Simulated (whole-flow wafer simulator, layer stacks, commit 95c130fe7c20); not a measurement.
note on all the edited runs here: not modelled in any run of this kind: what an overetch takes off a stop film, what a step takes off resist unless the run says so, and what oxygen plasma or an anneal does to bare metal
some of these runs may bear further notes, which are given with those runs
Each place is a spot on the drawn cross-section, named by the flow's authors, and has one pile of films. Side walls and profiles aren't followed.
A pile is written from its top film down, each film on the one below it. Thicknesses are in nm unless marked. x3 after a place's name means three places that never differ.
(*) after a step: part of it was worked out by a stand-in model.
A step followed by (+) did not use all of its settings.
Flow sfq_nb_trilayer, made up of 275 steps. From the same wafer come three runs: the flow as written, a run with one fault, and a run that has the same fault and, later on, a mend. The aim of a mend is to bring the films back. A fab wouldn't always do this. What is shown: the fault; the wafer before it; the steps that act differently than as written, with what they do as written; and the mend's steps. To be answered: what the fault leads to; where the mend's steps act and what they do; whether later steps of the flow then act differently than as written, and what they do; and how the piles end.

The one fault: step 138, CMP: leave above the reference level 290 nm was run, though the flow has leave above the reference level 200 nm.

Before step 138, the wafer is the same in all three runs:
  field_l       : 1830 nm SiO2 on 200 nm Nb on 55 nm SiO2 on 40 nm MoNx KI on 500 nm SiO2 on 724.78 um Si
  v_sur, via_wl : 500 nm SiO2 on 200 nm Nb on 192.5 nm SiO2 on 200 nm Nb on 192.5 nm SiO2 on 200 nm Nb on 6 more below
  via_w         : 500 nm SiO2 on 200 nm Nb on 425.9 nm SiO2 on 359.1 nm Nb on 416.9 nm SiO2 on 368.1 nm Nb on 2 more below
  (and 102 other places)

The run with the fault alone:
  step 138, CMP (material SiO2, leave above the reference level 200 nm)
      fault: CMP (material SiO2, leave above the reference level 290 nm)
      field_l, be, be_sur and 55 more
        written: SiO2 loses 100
        fault: SiO2 loses 10
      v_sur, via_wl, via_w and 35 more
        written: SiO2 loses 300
        fault: SiO2 loses 210
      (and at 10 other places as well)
  Steps further on in the flow that do not act as written (6 more steps, not shown, differ only slightly: by at most 2% or 0.5 nm, whichever is larger):
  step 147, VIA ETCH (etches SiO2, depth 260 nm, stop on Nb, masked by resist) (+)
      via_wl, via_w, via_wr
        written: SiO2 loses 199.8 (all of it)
        fault: SiO2 loses 260
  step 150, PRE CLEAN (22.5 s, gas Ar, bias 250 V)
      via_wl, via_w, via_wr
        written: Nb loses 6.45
        fault: SiO2 loses 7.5
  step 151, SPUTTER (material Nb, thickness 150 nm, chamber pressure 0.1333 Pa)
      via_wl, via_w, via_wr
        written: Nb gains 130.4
        fault: Nb gains 123.3 (new film)
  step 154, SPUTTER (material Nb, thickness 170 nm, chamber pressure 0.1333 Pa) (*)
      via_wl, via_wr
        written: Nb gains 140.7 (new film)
        fault: Nb gains 103.1 (new film)
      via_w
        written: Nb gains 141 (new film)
        fault: Nb gains 136 (new film)
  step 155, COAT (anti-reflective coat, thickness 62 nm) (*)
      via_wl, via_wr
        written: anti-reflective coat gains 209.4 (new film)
        fault: anti-reflective coat gains 321.3 (new film)
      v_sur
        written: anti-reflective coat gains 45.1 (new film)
        fault: anti-reflective coat gains 42.8 (new film)
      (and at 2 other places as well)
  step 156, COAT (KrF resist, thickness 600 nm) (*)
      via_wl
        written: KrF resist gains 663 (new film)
        fault: KrF resist gains 648.6 (new film)
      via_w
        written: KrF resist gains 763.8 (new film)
        fault: KrF resist gains 811.1 (new film)
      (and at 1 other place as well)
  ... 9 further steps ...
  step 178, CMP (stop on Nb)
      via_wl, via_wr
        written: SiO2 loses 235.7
        fault: SiO2 loses 227.2
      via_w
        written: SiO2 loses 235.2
        fault: SiO2 loses 227.2
  At field_l, v_sur, via_wl and 103 more, the piles at the end differ from the flow's by more than 2% or 0.5 nm, whichever is larger.
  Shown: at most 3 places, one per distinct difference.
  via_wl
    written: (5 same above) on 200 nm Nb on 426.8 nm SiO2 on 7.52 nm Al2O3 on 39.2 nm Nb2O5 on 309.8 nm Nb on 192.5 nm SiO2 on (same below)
    fault: (5 same above) on 200 nm Nb on 469.8 nm SiO2 on 52.6 nm Nb2O5 on 0.96 nm Al2O3 on 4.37 nm Al on 123.3 nm Nb on 22.3 nm SiO2 on 200 nm Nb on 192.5 nm SiO2 on (same below)
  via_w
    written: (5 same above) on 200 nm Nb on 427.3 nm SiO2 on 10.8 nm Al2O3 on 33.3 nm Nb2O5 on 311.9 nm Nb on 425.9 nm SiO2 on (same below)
    fault: (5 same above) on 200 nm Nb on 495.5 nm SiO2 on 10.1 nm Al2O3 on 34.7 nm Nb2O5 on 110.8 nm Nb on 22.3 nm SiO2 on 200 nm Nb on 425.9 nm SiO2 on (same below)
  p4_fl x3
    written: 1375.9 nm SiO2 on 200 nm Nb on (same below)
    fault: 1465.9 nm SiO2 on 200 nm Nb on (same below)

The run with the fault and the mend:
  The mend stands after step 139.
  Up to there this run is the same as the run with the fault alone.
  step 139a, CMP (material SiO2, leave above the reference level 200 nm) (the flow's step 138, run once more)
      field_l, v_sur, via_wl and 103 more
        SiO2 loses 90
  None of the later steps of the flow acts differently than as written at any place that is followed.
  By the end, the piles equal the flow's at every place that both follow.
